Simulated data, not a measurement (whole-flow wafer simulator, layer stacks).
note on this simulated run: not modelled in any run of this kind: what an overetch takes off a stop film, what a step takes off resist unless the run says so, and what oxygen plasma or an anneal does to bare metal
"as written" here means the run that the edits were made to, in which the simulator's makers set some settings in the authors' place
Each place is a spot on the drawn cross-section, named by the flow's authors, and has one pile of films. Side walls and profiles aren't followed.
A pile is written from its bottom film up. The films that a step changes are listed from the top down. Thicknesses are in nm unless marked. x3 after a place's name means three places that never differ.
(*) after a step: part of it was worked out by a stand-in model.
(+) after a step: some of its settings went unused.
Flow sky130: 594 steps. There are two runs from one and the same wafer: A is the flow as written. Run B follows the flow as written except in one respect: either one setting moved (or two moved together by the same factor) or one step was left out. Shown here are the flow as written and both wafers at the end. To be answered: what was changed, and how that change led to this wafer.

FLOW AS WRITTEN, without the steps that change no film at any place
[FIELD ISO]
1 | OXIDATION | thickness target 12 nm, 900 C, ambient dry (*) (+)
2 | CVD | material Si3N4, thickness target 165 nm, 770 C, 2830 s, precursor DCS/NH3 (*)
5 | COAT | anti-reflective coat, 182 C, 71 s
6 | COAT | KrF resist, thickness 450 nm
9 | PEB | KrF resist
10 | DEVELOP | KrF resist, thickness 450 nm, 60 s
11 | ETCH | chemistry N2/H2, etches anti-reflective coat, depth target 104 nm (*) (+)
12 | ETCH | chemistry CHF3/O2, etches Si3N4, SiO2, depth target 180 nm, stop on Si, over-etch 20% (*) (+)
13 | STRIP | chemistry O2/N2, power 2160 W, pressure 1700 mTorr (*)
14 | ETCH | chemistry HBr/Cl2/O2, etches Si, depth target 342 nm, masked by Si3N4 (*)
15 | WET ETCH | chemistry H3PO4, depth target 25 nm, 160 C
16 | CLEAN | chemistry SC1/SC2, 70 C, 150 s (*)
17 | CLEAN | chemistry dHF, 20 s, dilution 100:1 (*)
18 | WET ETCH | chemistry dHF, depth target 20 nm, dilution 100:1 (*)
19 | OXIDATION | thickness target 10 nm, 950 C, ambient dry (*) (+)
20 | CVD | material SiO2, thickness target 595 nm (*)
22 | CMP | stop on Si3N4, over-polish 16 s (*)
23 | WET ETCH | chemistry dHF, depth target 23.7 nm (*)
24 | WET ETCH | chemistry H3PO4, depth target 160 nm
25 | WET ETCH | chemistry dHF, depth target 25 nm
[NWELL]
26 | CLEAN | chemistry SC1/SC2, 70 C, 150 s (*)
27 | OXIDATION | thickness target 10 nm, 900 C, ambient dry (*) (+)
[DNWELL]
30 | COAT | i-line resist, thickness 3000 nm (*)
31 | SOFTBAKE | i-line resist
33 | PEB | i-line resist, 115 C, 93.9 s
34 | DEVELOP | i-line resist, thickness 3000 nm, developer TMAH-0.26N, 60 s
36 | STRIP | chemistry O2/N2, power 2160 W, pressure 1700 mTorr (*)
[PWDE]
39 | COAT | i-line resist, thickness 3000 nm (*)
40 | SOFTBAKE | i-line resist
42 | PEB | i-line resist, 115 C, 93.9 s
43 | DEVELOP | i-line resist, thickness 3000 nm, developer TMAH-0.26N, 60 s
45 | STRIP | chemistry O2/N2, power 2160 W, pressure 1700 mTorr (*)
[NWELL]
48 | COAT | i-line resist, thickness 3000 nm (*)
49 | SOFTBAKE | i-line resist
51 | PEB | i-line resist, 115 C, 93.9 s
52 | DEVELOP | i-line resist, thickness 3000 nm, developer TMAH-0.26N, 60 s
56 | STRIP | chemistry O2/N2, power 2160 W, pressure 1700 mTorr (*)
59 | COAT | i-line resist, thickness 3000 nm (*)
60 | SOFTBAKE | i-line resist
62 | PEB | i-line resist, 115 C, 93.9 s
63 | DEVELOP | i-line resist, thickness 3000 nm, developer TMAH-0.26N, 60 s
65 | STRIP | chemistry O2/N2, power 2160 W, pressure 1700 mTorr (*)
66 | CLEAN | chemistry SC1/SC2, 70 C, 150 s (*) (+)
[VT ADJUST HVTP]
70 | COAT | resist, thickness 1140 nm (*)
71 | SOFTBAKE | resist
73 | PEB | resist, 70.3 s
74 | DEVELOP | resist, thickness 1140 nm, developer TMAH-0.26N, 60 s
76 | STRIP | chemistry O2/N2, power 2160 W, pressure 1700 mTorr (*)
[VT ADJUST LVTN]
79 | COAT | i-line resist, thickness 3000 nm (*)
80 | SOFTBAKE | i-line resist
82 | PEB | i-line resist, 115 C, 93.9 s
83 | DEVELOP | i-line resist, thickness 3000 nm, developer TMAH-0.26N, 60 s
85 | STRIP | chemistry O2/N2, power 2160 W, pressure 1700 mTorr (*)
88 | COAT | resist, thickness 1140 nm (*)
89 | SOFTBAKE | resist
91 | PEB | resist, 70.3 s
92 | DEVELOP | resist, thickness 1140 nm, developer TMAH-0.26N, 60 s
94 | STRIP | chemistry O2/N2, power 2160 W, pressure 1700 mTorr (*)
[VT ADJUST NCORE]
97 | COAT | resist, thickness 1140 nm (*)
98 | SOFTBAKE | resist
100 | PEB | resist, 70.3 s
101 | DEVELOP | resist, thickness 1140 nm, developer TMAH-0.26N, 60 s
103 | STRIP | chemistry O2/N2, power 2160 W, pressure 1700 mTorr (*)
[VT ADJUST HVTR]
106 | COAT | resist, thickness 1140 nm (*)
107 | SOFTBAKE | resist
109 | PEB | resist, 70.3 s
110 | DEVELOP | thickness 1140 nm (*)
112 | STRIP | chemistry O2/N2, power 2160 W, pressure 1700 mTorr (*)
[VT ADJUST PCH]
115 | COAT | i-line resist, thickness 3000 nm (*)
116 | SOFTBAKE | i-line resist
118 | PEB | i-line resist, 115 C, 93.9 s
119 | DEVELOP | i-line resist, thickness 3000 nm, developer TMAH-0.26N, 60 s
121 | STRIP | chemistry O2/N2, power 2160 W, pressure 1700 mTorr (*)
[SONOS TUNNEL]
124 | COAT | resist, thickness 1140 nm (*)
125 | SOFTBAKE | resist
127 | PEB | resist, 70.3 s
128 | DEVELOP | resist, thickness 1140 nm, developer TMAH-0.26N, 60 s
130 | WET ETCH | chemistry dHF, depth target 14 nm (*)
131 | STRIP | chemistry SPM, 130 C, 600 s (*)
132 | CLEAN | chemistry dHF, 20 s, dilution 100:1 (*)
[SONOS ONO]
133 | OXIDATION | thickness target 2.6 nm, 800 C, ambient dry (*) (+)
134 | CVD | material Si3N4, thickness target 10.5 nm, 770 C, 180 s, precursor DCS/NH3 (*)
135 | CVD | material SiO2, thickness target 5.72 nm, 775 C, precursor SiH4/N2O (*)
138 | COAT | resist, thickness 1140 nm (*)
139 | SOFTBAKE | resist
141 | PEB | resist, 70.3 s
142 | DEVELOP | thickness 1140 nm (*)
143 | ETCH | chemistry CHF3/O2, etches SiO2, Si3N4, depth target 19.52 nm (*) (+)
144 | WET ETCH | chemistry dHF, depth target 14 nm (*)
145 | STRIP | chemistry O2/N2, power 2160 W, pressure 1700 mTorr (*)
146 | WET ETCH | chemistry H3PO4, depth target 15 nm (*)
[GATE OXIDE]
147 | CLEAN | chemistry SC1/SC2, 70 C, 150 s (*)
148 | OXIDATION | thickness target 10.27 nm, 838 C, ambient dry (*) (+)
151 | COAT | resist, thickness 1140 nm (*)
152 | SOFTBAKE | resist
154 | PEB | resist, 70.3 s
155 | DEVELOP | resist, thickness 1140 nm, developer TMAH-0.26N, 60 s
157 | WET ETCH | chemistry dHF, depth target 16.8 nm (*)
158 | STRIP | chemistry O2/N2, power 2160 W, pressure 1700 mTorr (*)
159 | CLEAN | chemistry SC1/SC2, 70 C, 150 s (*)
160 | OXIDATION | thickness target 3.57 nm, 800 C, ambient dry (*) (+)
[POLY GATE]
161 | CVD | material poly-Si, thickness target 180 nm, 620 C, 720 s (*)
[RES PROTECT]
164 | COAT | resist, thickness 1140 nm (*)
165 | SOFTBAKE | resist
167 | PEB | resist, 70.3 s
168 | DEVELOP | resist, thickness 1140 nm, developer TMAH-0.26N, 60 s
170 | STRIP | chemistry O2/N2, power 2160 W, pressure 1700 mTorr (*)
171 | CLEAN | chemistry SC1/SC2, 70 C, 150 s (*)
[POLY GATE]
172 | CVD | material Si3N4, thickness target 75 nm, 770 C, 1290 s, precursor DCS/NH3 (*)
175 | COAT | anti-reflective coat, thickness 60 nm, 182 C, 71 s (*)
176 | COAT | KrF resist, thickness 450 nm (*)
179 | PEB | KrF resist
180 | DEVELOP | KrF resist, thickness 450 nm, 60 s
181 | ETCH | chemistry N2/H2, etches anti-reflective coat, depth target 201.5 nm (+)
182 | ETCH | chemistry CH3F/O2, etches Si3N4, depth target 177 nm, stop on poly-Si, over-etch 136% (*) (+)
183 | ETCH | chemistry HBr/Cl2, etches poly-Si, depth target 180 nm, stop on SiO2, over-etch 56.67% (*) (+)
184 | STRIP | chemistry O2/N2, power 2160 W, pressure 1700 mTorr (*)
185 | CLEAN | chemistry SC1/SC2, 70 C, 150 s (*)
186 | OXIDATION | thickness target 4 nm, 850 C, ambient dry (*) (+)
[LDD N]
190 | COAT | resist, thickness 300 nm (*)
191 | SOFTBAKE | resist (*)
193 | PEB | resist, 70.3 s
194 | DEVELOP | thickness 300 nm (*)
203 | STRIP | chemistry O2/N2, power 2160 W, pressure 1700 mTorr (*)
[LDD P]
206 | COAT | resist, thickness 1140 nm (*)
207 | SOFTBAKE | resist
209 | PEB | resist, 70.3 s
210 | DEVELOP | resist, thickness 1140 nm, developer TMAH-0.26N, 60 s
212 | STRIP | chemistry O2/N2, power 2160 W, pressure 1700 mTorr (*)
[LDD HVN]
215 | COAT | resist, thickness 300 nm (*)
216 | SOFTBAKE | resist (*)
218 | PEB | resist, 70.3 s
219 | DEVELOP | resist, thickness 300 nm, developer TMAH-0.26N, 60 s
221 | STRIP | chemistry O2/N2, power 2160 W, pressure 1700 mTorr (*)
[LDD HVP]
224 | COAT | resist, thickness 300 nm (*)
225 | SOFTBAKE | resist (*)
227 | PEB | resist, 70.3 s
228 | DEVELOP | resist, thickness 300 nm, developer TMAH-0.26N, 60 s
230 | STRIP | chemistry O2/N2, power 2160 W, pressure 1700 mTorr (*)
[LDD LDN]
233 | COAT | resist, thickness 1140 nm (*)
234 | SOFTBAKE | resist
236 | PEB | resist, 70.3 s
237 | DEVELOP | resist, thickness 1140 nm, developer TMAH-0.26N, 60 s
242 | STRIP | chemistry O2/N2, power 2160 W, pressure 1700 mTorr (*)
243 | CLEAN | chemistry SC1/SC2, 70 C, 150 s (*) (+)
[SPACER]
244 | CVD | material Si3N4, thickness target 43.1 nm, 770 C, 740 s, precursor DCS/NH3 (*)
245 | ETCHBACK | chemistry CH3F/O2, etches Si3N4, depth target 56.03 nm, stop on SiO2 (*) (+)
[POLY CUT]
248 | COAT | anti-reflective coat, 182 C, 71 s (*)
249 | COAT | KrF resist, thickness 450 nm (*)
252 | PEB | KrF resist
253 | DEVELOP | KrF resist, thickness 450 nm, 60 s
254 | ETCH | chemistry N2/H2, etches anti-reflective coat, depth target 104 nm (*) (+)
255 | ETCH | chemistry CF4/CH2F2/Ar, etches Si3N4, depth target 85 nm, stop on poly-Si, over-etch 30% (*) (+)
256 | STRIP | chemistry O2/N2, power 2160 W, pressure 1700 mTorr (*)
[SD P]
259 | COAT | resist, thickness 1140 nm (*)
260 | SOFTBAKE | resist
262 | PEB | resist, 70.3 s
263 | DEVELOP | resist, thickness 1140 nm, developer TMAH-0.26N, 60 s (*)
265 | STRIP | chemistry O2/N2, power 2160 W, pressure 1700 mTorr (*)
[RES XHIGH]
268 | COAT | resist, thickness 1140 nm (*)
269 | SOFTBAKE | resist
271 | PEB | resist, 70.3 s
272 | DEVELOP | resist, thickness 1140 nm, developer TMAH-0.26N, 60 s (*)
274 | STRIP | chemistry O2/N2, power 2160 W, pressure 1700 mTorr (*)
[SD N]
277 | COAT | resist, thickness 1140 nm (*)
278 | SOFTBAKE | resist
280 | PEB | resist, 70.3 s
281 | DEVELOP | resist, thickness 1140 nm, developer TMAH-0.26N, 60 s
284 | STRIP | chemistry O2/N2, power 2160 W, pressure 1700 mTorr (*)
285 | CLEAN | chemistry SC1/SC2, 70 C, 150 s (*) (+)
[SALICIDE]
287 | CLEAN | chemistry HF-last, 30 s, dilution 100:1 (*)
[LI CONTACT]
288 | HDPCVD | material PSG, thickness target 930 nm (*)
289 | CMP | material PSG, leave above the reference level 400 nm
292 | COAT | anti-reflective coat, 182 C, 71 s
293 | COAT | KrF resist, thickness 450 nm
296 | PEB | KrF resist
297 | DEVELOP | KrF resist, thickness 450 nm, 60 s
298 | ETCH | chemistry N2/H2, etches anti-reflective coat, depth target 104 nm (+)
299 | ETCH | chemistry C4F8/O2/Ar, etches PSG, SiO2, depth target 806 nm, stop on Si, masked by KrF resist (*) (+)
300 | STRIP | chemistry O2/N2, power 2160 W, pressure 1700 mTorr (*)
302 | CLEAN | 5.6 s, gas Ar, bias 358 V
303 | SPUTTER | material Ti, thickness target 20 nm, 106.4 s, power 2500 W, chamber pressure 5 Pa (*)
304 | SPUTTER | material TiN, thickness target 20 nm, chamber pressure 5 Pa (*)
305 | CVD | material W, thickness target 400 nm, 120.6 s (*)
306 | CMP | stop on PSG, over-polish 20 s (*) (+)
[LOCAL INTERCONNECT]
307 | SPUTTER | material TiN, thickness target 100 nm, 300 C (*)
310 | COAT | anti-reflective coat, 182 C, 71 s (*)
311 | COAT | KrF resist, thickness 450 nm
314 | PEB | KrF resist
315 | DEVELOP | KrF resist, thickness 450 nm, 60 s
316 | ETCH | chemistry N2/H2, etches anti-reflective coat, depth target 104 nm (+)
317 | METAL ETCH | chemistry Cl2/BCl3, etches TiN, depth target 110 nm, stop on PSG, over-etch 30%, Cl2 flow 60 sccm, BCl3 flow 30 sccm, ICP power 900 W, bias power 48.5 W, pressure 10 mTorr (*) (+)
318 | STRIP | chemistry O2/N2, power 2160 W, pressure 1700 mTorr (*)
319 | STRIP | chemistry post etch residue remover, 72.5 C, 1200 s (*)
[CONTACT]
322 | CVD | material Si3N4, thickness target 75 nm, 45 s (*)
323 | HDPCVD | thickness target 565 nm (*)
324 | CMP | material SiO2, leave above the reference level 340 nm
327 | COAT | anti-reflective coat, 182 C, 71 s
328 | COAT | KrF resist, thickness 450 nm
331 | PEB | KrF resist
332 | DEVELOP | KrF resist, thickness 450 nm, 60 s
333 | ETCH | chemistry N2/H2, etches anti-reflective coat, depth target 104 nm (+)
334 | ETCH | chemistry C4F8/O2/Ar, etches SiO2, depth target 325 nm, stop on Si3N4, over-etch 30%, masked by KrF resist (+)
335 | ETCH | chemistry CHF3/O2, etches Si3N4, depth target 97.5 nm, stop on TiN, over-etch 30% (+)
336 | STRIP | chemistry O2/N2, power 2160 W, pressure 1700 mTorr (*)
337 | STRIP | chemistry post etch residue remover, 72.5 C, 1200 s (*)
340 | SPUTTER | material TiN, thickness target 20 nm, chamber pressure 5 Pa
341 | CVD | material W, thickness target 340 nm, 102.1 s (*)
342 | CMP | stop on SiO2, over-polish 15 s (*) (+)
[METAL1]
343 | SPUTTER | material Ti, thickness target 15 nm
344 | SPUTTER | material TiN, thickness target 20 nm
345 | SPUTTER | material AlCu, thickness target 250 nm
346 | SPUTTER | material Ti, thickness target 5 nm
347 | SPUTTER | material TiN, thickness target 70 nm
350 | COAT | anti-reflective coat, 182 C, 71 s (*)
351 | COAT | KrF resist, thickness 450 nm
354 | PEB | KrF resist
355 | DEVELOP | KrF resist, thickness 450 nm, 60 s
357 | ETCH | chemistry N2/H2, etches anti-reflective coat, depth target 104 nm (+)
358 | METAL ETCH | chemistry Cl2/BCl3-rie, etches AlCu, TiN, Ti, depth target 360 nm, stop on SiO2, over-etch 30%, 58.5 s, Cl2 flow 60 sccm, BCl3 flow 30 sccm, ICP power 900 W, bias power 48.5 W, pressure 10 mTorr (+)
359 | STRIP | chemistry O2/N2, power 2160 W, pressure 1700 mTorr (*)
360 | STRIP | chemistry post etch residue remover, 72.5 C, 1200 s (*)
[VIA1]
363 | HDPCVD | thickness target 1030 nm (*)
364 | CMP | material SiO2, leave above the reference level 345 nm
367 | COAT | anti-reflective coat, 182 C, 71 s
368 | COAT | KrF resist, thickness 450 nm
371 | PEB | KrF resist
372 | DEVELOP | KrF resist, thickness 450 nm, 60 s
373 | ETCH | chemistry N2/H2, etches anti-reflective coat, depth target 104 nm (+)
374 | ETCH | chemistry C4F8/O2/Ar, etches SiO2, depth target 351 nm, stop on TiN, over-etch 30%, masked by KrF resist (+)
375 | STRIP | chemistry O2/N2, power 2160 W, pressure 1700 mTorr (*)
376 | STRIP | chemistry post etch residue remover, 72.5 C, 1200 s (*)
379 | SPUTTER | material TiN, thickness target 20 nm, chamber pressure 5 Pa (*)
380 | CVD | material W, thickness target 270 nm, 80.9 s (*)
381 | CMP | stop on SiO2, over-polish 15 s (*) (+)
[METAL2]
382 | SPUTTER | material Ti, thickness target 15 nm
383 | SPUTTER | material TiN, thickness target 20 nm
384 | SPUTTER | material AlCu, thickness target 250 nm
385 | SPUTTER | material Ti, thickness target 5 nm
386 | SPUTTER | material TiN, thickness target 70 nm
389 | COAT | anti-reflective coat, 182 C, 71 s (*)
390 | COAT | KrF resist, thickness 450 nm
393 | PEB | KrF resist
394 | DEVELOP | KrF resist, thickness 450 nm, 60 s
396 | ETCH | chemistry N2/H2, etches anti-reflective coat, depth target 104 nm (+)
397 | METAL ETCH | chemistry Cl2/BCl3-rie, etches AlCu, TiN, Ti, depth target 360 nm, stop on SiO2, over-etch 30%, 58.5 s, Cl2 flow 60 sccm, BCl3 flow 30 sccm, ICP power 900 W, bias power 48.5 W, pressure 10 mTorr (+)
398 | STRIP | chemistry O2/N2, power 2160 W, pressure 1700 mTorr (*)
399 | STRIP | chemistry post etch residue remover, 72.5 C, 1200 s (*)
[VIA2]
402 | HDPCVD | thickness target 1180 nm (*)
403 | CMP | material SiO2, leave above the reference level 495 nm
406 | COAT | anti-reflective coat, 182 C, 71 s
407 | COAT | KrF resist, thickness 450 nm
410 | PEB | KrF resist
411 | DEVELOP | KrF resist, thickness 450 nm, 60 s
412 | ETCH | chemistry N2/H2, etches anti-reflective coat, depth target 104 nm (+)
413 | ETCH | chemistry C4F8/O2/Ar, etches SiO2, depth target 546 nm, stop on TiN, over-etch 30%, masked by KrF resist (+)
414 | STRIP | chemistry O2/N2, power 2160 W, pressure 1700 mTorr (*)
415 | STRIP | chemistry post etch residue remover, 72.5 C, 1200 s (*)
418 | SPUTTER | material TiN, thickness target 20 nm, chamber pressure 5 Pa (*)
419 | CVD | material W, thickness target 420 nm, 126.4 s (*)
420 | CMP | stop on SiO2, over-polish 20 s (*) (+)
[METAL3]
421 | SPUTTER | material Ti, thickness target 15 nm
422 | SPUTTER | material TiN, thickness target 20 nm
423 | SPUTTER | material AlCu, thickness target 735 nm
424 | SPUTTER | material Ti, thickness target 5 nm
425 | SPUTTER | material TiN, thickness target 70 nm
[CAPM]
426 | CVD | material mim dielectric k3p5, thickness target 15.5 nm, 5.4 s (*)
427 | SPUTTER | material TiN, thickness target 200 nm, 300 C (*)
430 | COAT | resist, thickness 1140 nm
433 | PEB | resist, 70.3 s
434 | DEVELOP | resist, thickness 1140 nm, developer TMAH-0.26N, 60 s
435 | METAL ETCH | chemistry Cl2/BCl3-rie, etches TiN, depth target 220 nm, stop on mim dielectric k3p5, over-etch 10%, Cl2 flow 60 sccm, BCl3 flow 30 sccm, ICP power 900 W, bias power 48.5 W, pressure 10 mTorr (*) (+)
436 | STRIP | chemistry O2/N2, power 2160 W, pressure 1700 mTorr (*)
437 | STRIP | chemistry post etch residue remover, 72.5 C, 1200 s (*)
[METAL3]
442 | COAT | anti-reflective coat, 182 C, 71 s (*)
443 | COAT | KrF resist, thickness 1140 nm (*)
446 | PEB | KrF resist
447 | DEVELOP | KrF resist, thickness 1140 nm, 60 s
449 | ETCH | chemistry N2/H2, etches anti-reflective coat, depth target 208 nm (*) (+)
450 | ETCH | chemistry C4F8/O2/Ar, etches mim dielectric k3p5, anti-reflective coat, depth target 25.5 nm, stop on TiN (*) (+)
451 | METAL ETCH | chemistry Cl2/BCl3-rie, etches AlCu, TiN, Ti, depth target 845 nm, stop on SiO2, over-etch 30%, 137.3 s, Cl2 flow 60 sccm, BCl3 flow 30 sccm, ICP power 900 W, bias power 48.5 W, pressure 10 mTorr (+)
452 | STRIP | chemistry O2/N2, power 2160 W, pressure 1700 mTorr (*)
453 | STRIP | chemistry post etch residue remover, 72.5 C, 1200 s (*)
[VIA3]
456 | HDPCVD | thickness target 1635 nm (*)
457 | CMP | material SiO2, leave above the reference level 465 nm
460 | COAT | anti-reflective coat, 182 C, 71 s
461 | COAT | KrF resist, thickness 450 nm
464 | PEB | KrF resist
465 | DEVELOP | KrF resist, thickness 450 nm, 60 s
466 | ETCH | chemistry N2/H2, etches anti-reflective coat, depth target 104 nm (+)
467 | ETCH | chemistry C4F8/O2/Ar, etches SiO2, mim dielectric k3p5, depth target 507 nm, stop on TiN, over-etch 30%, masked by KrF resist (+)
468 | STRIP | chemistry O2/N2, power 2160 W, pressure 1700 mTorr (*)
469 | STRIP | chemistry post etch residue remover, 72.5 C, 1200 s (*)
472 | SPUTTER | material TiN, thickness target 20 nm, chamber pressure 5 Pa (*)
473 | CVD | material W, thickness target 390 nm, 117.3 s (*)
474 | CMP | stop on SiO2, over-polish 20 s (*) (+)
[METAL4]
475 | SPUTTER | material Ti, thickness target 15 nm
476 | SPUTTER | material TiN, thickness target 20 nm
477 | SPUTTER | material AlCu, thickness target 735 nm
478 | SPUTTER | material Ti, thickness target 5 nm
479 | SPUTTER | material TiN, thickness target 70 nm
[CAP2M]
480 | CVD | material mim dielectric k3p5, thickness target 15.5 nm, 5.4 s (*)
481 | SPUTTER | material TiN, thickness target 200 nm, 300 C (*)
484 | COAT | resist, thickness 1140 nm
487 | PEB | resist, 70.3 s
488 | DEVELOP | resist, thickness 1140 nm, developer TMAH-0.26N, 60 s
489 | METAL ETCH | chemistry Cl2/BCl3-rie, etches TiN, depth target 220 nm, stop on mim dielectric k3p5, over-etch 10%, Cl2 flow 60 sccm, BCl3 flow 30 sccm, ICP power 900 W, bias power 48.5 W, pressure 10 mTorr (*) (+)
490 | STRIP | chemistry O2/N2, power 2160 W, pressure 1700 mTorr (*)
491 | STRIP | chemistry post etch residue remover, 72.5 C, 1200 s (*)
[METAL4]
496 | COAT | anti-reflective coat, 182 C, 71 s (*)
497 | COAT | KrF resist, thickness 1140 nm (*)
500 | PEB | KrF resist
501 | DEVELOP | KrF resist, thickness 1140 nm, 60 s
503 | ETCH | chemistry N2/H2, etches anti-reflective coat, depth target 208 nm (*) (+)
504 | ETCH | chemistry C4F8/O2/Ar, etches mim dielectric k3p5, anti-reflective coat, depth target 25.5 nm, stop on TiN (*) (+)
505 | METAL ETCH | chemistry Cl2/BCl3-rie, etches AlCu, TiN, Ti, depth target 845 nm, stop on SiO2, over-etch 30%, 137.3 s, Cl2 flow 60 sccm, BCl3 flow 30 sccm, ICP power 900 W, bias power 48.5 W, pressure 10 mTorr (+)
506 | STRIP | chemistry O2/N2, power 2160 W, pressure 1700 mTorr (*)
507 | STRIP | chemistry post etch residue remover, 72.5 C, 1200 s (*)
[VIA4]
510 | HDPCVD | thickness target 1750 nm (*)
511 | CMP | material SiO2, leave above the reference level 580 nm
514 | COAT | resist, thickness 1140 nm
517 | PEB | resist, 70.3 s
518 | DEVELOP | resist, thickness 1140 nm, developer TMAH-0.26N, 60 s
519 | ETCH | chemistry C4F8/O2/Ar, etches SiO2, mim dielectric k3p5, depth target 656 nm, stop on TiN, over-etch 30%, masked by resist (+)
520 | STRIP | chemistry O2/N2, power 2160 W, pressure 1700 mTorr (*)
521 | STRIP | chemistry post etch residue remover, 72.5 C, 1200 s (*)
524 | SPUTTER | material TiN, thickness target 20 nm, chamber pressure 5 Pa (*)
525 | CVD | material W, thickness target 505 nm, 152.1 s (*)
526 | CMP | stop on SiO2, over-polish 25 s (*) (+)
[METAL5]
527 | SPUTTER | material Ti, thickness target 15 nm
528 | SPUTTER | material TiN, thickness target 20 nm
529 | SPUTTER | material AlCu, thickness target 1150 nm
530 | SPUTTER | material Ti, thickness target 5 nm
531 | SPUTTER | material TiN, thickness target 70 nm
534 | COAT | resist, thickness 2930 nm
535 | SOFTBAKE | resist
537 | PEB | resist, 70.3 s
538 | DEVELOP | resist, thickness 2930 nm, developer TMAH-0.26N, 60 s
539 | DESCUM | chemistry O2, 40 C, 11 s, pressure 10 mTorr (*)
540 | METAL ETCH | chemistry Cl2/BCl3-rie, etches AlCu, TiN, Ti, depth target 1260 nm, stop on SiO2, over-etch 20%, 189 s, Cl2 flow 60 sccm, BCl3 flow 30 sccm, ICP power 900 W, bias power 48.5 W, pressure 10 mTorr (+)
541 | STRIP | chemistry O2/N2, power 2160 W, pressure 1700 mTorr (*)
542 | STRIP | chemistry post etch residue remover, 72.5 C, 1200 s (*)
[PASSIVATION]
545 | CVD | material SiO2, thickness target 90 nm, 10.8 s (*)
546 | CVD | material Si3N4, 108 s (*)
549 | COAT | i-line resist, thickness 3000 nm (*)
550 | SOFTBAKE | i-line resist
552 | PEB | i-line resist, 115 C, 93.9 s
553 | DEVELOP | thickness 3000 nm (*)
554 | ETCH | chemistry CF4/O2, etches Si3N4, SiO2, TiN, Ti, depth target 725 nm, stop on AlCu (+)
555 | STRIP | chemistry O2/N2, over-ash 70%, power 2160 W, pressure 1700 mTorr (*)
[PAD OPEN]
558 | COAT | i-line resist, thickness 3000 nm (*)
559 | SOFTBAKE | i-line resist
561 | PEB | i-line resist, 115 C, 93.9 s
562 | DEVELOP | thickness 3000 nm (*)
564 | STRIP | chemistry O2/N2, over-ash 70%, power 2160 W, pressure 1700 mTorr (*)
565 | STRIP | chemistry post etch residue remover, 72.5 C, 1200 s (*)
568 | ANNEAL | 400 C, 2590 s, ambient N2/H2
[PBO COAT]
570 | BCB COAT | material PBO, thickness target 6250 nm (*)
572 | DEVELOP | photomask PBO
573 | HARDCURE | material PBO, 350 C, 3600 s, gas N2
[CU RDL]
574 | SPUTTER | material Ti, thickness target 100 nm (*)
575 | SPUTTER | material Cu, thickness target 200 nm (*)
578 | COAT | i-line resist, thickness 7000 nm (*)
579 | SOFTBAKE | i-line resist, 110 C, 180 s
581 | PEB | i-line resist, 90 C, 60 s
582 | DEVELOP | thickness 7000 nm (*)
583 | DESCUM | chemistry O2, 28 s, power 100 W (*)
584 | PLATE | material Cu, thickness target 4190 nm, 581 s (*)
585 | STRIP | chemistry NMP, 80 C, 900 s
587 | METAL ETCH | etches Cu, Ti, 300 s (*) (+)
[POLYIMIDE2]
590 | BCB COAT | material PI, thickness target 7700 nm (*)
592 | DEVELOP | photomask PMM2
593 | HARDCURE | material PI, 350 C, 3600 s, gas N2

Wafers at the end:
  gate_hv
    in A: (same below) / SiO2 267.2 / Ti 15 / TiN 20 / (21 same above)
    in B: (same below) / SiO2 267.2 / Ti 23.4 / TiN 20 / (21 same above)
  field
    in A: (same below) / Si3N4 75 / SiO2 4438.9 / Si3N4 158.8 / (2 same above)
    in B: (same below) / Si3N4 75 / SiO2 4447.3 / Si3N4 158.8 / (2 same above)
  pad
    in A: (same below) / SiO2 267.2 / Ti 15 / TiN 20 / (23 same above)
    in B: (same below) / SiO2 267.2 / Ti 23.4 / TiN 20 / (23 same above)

What caused this: step 382, SPUTTER: thickness target 23.4 nm was run, whereas the flow has thickness target 15 nm.
One can read it off the wafer: gate_hv has Ti 23.4, and step 382 as written asks for 15 nm.

How this came from the change, step by step:
  382 | SPUTTER | material Ti, thickness target 15 nm
      field, active, n_well and 188 more: A Ti gains 15 (new film) | B Ti gains 23.4 (new film)
  397 | METAL ETCH | chemistry Cl2/BCl3-rie, etches AlCu, TiN, Ti, depth target 360 nm, stop on SiO2, over-etch 30%, 58.5 s, Cl2 flow 60 sccm, BCl3 flow 30 sccm, ICP power 900 W, bias power 48.5 W, pressure 10 mTorr (+)
      field, active, gate and 82 more: A TiN loses 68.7 (all of it), Ti loses 5 (all of it), AlCu loses 250 (all of it), TiN loses 20 (all of it), Ti loses 15 (all of it), SiO2 loses 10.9 | B TiN loses 68.7 (all of it), Ti loses 5 (all of it), AlCu loses 250 (all of it), TiN loses 20 (all of it), Ti loses 23.4 (all of it), SiO2 loses 10.1
